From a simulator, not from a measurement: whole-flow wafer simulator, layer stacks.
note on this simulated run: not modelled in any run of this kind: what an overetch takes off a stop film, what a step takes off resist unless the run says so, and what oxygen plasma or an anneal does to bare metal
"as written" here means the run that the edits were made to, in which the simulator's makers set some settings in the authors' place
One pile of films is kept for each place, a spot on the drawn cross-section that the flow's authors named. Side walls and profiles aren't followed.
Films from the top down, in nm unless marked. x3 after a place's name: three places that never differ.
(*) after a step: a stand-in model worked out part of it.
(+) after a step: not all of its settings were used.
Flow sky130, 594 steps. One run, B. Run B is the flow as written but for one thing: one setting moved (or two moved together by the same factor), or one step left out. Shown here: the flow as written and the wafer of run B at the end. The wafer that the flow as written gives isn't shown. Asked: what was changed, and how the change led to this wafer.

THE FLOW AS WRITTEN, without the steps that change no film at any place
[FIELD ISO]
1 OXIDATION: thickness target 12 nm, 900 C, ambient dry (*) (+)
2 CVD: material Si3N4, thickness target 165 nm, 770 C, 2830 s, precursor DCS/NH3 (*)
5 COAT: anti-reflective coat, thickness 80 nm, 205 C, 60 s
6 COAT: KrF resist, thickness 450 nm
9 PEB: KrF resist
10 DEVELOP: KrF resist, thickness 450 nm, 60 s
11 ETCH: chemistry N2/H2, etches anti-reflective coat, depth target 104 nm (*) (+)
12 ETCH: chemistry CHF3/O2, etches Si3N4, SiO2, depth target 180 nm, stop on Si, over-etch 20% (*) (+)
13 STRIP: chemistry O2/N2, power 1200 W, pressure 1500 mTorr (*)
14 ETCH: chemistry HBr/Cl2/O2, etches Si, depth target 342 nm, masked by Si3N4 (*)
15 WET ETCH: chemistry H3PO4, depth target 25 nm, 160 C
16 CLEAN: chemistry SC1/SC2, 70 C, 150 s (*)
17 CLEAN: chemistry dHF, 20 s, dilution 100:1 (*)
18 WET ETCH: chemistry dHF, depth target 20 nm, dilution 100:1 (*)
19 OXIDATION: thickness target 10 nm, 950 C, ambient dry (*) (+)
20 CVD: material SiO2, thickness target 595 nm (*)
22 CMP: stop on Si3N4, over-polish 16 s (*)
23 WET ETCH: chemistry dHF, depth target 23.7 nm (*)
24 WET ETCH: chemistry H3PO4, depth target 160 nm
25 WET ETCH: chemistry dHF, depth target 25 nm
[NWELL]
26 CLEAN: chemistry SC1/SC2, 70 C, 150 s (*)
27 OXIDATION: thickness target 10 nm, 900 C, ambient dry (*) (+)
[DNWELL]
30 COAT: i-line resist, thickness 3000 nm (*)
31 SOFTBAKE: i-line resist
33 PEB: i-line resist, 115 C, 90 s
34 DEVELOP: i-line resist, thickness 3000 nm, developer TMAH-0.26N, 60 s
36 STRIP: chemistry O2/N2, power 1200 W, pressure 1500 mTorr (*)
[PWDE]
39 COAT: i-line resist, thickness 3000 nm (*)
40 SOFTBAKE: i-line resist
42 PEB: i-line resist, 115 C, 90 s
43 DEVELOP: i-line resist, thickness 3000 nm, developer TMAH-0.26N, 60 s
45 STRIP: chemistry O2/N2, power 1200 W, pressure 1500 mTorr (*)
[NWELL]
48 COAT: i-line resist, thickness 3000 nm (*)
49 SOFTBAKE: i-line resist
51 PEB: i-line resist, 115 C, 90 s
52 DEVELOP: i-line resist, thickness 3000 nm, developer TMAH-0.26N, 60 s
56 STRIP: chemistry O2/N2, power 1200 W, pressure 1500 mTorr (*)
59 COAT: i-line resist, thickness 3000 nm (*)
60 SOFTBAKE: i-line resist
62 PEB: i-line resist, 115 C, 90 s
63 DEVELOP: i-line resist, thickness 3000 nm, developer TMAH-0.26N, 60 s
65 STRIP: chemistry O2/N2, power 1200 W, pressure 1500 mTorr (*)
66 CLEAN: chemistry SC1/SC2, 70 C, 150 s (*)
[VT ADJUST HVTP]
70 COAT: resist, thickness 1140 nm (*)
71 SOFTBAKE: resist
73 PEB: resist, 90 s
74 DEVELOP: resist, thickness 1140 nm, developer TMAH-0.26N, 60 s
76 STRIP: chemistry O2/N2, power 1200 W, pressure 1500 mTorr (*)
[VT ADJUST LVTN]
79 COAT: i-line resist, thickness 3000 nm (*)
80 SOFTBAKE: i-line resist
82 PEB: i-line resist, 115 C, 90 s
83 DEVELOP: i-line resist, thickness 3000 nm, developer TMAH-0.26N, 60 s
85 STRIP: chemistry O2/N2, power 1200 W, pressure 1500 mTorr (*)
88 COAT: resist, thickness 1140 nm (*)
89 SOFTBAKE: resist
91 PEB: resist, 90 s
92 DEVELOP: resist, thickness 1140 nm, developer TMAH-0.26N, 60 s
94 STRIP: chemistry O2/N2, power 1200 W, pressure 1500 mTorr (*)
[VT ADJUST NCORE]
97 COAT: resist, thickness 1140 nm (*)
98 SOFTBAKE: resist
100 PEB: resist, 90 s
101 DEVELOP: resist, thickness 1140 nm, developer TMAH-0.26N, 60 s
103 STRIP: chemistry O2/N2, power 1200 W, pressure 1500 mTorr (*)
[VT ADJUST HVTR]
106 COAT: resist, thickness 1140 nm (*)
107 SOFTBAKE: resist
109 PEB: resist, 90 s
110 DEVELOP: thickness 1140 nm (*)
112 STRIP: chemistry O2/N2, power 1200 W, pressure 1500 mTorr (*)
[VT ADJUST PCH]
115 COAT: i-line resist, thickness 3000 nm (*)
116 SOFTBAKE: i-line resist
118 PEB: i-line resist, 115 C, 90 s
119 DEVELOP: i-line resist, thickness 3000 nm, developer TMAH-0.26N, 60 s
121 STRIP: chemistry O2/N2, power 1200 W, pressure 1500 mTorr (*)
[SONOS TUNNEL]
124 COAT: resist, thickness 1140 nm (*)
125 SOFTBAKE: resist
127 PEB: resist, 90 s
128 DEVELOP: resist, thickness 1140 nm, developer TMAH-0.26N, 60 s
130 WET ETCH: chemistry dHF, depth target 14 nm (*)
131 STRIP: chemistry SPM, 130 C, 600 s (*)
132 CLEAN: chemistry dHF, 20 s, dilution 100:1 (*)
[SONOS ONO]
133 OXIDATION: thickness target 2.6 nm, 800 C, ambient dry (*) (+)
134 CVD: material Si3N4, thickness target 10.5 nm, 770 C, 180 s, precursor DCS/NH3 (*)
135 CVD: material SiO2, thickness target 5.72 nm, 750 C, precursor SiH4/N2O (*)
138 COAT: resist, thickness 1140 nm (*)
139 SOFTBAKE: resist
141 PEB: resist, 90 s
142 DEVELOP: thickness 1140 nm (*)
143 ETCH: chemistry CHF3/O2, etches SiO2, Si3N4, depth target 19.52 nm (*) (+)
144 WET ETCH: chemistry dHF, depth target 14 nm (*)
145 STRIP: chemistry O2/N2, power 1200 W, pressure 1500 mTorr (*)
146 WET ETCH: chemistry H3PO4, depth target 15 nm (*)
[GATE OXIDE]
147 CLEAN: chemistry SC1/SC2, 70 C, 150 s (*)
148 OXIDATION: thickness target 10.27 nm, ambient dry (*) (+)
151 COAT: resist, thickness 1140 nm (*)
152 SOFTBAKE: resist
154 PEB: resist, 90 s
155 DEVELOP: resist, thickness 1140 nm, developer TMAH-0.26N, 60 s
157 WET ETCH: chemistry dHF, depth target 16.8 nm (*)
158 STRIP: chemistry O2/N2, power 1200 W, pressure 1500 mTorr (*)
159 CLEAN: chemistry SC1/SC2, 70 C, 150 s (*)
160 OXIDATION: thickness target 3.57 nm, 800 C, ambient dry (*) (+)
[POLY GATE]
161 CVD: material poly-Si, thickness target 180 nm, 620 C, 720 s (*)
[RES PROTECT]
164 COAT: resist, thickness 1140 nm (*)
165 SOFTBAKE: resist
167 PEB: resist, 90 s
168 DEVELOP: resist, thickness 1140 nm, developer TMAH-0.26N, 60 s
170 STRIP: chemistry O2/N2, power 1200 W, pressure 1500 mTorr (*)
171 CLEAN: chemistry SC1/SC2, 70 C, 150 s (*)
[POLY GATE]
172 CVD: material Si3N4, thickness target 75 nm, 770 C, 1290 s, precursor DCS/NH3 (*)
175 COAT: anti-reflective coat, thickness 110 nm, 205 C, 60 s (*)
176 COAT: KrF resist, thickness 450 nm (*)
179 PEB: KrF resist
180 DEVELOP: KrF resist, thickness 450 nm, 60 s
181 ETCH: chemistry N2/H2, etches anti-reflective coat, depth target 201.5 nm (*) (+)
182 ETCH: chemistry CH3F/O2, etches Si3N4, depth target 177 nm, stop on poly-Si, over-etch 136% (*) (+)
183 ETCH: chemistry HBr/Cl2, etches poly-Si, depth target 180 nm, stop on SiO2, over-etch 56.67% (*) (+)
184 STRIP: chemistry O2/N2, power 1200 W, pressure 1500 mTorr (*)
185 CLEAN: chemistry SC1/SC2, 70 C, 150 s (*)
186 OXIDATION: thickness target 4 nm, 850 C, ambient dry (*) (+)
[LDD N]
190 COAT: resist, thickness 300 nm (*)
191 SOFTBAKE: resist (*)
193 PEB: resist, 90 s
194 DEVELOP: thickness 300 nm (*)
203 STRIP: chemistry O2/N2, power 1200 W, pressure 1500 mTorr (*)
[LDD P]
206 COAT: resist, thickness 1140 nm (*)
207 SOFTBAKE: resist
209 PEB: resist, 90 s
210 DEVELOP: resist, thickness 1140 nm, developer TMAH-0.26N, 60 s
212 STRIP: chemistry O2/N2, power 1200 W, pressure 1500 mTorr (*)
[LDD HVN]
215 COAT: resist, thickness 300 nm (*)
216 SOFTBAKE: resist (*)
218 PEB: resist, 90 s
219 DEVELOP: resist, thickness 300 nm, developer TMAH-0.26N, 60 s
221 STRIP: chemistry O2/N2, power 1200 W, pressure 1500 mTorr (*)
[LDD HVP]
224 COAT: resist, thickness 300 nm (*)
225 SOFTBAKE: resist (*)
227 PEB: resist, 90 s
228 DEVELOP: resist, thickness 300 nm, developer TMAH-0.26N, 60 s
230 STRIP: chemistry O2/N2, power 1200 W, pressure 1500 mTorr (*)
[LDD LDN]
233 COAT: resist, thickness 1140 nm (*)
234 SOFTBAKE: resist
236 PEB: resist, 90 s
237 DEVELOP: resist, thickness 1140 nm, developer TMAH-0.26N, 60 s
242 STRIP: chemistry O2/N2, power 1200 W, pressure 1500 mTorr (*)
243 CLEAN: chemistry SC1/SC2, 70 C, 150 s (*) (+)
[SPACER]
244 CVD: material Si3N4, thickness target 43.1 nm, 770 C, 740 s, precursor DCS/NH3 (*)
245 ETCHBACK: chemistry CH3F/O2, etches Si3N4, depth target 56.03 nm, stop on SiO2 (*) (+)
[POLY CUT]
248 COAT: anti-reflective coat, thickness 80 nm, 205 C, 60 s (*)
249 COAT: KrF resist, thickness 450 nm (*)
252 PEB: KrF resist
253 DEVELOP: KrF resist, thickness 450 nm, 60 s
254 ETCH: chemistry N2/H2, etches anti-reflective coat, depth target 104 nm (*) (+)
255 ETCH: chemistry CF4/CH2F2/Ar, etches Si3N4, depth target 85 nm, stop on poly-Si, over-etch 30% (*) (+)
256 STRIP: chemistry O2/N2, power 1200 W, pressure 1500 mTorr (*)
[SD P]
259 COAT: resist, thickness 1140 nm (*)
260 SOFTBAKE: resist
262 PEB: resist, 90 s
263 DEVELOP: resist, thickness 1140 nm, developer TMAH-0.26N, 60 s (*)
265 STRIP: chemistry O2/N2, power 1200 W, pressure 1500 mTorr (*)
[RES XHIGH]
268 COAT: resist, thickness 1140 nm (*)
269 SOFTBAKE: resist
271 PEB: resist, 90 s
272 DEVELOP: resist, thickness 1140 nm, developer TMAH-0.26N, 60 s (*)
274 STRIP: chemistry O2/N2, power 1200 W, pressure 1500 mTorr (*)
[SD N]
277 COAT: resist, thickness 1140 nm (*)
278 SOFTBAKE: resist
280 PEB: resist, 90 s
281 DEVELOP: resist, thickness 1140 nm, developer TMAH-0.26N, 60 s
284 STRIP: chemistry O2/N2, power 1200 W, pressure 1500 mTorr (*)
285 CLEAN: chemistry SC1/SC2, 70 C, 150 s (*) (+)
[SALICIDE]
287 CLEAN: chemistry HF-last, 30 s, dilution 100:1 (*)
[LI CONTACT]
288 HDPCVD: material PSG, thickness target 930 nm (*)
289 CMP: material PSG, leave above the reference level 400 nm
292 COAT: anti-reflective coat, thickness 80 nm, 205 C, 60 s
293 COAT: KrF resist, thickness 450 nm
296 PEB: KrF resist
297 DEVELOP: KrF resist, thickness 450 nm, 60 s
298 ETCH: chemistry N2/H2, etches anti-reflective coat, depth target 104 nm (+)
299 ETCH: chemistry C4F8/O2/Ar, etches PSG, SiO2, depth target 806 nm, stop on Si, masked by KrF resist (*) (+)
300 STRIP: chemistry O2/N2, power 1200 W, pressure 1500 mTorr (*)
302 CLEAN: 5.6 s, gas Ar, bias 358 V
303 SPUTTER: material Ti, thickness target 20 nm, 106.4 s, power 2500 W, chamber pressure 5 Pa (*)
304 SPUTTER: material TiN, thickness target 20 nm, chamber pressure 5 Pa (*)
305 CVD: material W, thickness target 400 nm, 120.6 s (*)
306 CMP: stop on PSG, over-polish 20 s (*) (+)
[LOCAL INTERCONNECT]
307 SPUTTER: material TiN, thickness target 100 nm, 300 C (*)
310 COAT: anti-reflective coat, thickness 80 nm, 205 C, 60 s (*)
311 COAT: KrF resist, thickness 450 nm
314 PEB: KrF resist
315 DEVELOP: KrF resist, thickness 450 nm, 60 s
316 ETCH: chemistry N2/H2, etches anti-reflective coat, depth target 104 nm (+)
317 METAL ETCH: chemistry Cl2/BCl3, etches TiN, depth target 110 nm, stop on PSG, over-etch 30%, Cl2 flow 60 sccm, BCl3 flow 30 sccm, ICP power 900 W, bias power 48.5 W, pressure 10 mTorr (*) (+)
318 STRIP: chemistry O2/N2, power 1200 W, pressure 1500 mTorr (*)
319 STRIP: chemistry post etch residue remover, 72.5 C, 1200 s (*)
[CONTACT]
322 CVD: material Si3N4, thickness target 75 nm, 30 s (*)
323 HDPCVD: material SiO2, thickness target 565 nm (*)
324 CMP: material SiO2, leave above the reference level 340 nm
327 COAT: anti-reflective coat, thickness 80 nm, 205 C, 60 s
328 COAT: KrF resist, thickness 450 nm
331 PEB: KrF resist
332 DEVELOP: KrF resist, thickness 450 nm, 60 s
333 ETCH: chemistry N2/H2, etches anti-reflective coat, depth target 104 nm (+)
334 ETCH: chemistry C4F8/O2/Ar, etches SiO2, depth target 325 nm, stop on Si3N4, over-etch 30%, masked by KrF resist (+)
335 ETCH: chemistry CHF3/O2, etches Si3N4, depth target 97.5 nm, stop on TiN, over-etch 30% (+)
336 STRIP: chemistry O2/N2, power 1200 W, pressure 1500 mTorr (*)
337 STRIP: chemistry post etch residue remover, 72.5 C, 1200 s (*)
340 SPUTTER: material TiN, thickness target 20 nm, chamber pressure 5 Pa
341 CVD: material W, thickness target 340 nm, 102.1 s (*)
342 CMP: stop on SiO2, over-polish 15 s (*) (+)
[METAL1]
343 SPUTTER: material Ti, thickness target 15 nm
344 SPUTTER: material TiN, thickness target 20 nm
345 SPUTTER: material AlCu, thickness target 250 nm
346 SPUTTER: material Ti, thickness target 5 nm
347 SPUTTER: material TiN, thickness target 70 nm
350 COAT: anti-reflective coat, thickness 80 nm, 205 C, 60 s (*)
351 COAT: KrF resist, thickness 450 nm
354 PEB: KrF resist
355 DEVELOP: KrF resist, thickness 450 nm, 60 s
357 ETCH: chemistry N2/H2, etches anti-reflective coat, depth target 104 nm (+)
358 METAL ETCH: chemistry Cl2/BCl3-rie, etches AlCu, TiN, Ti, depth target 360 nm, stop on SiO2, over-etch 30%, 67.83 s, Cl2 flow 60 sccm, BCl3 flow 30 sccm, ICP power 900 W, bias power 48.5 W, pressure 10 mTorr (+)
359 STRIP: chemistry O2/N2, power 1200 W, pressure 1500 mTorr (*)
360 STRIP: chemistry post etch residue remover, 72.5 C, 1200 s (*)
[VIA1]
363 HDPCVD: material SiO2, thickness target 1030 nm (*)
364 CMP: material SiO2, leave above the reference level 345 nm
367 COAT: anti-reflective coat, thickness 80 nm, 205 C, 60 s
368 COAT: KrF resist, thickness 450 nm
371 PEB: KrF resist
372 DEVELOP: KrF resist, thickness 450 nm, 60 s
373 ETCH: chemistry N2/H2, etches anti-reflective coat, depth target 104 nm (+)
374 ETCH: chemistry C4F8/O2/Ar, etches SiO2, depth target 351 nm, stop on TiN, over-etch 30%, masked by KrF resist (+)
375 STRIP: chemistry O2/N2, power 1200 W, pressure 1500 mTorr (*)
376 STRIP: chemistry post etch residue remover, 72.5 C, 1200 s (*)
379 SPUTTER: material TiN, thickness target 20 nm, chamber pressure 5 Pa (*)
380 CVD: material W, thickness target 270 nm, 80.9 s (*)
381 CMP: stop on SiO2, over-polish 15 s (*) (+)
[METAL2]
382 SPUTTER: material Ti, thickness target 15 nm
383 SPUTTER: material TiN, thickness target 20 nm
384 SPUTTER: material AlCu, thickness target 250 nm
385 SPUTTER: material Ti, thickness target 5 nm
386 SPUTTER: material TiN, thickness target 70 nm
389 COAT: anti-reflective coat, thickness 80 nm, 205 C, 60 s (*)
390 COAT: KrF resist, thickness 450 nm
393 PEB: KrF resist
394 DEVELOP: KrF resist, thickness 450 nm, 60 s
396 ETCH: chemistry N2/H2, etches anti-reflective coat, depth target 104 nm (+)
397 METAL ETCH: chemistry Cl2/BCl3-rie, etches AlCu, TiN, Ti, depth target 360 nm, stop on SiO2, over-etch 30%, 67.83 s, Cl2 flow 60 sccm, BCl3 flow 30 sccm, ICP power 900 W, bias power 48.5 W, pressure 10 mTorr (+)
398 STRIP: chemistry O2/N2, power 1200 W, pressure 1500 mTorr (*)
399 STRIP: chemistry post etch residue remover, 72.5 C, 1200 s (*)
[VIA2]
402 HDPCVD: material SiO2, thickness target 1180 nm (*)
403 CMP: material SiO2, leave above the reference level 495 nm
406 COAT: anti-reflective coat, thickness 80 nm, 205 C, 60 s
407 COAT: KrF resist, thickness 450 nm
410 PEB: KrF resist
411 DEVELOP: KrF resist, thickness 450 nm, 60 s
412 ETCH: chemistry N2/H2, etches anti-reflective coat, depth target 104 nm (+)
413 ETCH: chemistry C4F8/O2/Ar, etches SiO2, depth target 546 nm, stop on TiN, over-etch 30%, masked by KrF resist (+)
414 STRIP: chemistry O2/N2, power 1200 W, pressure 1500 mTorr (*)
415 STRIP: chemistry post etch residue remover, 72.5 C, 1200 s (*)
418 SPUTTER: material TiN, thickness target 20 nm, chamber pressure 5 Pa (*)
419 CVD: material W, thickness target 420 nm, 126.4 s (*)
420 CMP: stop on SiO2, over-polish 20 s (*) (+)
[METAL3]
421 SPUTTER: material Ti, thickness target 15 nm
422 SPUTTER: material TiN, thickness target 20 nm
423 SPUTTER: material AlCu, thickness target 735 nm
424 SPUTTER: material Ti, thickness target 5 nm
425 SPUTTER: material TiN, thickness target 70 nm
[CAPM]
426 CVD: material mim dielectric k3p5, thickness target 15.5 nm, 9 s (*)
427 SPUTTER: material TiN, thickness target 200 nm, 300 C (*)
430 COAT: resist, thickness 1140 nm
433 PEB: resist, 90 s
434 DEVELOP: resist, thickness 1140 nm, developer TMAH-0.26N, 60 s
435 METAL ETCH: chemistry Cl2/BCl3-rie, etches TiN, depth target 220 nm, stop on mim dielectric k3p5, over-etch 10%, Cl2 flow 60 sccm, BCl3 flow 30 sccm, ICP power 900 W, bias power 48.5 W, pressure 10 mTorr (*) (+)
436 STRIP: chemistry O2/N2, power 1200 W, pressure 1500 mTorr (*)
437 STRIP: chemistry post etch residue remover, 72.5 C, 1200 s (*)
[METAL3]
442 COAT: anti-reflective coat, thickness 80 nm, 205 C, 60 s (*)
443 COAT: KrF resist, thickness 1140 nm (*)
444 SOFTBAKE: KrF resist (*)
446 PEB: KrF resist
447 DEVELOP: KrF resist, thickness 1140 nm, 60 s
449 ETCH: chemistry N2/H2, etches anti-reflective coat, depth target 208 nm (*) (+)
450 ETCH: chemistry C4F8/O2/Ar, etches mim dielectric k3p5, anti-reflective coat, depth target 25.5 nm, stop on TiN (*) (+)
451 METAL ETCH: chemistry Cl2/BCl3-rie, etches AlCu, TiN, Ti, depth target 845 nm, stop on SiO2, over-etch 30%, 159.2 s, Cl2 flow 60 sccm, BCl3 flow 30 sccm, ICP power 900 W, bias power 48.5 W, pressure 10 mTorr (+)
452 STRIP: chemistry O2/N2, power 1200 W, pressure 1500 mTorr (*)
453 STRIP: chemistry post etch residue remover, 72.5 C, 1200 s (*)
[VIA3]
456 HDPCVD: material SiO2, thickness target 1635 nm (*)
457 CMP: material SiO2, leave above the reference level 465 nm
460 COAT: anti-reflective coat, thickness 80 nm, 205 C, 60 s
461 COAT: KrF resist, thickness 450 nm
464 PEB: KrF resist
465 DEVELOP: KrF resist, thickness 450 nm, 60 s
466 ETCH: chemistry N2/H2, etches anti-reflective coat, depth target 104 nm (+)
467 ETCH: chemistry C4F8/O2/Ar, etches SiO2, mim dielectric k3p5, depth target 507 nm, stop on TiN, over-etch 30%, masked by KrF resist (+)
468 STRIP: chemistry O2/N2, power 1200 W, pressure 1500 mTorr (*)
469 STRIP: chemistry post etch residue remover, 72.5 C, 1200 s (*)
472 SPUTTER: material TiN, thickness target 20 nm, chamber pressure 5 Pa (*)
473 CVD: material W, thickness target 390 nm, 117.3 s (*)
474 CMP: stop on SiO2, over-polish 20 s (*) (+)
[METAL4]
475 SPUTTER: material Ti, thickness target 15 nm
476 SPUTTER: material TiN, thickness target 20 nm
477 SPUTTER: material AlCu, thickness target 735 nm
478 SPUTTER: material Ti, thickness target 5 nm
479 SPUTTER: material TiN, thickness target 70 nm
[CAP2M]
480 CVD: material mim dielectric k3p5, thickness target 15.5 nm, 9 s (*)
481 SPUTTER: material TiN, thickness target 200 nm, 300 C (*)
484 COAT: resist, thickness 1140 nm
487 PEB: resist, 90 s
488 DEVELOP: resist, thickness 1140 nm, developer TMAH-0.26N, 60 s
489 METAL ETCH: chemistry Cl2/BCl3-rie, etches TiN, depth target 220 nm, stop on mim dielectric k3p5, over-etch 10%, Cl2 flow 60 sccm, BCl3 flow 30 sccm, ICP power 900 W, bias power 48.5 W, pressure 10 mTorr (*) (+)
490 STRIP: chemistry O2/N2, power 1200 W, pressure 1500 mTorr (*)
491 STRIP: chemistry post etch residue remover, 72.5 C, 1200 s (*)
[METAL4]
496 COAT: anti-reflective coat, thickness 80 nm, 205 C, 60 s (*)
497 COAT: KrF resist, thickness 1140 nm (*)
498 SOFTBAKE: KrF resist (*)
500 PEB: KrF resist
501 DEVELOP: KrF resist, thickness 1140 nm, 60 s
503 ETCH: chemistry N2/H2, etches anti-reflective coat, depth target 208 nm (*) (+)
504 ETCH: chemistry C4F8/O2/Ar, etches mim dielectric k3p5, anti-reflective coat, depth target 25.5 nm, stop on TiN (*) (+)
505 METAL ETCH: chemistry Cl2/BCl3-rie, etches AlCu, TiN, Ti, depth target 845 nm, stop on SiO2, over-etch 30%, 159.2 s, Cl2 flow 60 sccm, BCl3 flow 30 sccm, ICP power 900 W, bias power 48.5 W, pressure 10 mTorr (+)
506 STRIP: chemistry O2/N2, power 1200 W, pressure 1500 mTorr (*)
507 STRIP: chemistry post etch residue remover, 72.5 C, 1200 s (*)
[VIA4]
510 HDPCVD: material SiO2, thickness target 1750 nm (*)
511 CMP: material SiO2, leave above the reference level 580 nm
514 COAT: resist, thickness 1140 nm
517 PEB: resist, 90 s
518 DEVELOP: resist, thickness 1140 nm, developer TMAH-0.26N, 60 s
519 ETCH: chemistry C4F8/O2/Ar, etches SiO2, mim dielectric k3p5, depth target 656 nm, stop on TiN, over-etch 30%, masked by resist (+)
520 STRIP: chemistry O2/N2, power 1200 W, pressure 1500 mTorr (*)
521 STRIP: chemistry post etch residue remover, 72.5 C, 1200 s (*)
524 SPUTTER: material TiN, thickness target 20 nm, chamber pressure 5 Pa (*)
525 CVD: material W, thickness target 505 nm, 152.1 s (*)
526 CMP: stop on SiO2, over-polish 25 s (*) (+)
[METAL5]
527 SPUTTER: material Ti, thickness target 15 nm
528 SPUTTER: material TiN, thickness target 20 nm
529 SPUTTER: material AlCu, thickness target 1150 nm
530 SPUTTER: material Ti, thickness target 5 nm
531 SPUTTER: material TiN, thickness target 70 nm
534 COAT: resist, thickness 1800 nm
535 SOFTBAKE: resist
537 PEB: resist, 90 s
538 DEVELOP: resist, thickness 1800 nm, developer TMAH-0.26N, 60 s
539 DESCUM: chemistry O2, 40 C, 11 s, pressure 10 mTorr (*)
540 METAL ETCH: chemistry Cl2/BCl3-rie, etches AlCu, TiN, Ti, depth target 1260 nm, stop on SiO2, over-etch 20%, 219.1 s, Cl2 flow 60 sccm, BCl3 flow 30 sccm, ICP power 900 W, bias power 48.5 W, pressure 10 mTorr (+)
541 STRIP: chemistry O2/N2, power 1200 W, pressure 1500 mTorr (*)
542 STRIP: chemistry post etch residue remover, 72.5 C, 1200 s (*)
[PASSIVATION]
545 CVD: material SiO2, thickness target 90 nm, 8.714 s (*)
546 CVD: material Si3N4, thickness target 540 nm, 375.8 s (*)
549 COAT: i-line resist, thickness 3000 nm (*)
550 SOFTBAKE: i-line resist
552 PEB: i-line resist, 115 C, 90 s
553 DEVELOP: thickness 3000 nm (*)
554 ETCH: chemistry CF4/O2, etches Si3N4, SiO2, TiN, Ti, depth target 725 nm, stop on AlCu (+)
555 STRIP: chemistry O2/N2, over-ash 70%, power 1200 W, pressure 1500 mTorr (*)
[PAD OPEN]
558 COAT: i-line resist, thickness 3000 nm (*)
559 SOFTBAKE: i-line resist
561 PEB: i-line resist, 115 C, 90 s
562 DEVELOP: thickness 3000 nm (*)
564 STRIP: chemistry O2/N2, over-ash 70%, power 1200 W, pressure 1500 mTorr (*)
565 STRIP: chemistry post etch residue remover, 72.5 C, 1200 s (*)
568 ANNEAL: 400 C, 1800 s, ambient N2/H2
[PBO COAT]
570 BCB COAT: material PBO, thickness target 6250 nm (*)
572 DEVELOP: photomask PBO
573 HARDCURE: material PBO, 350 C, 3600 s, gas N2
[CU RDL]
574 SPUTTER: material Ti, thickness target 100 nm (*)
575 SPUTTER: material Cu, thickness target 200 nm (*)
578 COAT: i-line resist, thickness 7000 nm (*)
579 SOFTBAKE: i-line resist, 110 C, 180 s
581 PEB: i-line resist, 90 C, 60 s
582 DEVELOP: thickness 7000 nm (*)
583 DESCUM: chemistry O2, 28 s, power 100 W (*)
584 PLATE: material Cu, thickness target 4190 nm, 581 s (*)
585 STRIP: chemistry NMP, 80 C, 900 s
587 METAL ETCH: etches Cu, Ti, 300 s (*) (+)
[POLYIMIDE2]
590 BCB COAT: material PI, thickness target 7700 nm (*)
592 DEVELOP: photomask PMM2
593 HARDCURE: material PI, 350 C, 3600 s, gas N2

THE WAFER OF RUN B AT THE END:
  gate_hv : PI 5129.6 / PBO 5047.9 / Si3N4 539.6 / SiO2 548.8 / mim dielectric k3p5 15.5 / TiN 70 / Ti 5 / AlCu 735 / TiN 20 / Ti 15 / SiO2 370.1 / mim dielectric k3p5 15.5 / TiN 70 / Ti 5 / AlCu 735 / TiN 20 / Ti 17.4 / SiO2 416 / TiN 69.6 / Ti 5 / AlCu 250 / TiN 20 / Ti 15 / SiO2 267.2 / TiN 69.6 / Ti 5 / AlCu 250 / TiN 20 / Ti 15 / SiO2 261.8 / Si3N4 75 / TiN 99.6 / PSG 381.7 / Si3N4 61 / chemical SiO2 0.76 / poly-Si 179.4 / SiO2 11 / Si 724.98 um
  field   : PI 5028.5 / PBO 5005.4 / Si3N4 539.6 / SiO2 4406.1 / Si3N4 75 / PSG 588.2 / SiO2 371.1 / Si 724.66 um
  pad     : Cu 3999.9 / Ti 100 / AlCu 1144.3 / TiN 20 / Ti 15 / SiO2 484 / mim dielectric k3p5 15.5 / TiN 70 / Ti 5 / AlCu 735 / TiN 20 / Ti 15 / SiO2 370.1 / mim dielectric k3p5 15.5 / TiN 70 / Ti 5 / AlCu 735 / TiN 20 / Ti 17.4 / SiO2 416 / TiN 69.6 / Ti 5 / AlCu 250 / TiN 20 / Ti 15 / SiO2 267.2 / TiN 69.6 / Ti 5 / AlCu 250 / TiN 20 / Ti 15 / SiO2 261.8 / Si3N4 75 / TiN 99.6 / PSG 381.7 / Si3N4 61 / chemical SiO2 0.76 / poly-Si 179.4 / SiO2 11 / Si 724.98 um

The cause: step 421, SPUTTER: thickness target 17.4 nm was run, where the flow has thickness target 15 nm.
It can be read off the wafer: gate_hv has Ti 17.4, and step 421 as written asks for 15 nm.

How the change led to this, step by step:
  421 SPUTTER: material Ti, thickness target 15 nm
      field, active, n_well and 188 more: Ti +17.4 (new film) (as written it would be: Ti +15 (new film))
  451 METAL ETCH: chemistry Cl2/BCl3-rie, etches AlCu, TiN, Ti, depth target 845 nm, stop on SiO2, over-etch 30%, 159.2 s, Cl2 flow 60 sccm, BCl3 flow 30 sccm, ICP power 900 W, bias power 48.5 W, pressure 10 mTorr (+)
      field, active, gate and 69 more: TiN -70 (all of it), Ti -5 (all of it), AlCu -735 (all of it), TiN -20 (all of it), Ti -17.4 (all of it), SiO2 -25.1 (as written it would be: TiN -70 (all of it), Ti -5 (all of it), AlCu -735 (all of it), TiN -20 (all of it), Ti -15 (all of it), SiO2 -25.4)
      vpp_ln, vpp_iso2, ndiff_ln and 10 more: TiN -70 (all of it), Ti -5 (all of it), AlCu -735 (all of it), TiN -20 (all of it), Ti -17.4 (all of it), SiO2 -25.1 (as written it would be: TiN -70 (all of it), Ti -5 (all of it), AlCu -735 (all of it), TiN -20 (all of it), Ti -15 (all of it), SiO2 -25.3)
